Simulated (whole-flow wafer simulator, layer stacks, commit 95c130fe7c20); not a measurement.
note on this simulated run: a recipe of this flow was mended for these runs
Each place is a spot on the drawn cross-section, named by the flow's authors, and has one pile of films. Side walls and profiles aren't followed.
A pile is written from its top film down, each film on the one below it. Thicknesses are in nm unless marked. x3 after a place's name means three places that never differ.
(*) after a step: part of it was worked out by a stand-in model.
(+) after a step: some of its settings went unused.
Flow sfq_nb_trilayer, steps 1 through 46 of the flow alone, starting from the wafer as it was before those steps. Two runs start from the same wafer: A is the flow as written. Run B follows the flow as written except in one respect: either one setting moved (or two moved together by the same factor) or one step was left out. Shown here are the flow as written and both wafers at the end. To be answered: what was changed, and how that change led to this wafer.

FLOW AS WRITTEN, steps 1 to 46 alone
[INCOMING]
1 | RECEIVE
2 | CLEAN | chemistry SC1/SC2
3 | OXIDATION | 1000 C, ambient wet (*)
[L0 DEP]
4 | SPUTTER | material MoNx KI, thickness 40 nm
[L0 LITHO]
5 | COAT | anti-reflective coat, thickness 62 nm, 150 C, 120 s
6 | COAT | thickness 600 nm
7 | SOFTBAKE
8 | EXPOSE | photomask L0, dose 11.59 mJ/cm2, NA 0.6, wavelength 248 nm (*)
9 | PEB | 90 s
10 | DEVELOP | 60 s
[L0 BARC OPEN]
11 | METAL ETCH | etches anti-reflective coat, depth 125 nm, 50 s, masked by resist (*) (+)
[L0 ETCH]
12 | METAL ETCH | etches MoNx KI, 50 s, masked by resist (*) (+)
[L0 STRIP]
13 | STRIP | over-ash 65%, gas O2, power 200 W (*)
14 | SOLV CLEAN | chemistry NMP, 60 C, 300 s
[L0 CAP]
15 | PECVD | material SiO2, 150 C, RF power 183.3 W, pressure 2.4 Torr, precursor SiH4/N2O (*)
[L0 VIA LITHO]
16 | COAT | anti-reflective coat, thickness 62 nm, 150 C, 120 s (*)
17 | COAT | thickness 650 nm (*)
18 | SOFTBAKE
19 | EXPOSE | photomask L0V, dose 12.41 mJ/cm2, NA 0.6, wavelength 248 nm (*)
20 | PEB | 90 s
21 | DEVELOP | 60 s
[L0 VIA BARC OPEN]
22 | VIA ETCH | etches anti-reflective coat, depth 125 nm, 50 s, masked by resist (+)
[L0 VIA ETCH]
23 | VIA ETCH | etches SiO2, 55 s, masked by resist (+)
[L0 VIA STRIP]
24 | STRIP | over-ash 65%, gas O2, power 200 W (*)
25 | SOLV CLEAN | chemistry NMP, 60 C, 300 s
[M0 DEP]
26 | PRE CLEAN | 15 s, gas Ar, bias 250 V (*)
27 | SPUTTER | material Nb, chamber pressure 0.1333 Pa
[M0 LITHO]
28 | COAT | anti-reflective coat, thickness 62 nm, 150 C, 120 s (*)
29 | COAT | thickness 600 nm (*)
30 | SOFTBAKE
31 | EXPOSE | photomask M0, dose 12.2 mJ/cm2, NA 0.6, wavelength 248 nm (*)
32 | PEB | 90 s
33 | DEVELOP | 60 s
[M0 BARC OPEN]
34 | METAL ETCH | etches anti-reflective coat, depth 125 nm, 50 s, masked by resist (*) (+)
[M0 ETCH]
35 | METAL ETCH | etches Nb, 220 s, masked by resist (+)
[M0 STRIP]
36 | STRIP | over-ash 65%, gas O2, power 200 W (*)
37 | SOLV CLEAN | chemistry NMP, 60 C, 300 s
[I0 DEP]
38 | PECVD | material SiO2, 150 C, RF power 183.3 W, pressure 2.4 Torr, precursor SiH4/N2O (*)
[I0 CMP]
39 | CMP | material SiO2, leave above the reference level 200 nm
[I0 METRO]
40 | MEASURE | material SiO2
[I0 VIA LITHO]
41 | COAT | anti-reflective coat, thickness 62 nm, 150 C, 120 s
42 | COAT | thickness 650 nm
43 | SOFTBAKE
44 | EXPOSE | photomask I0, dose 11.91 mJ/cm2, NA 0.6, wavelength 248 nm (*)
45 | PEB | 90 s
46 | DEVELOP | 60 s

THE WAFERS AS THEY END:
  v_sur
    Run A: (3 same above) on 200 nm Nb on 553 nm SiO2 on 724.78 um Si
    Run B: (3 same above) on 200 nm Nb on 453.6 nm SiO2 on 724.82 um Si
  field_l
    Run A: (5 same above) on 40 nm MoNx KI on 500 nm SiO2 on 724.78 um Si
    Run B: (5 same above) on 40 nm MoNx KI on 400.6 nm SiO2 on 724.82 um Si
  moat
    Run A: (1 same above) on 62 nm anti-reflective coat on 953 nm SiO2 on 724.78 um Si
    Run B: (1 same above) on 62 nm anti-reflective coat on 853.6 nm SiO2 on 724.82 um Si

Cause: step 3, OXIDATION: 970 C was run, while the flow as written has 1000 C.

The path from the change to this, step by step:
  3 | OXIDATION | 1000 C, ambient wet (*)
      field_l, v_sur, via_wl and 103 more: A SiO2 gains 500 (new film), chemical SiO2 loses 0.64 (all of it), Si loses 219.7 | B SiO2 gains 400.6 (new film), chemical SiO2 loses 0.64 (all of it), Si loses 176
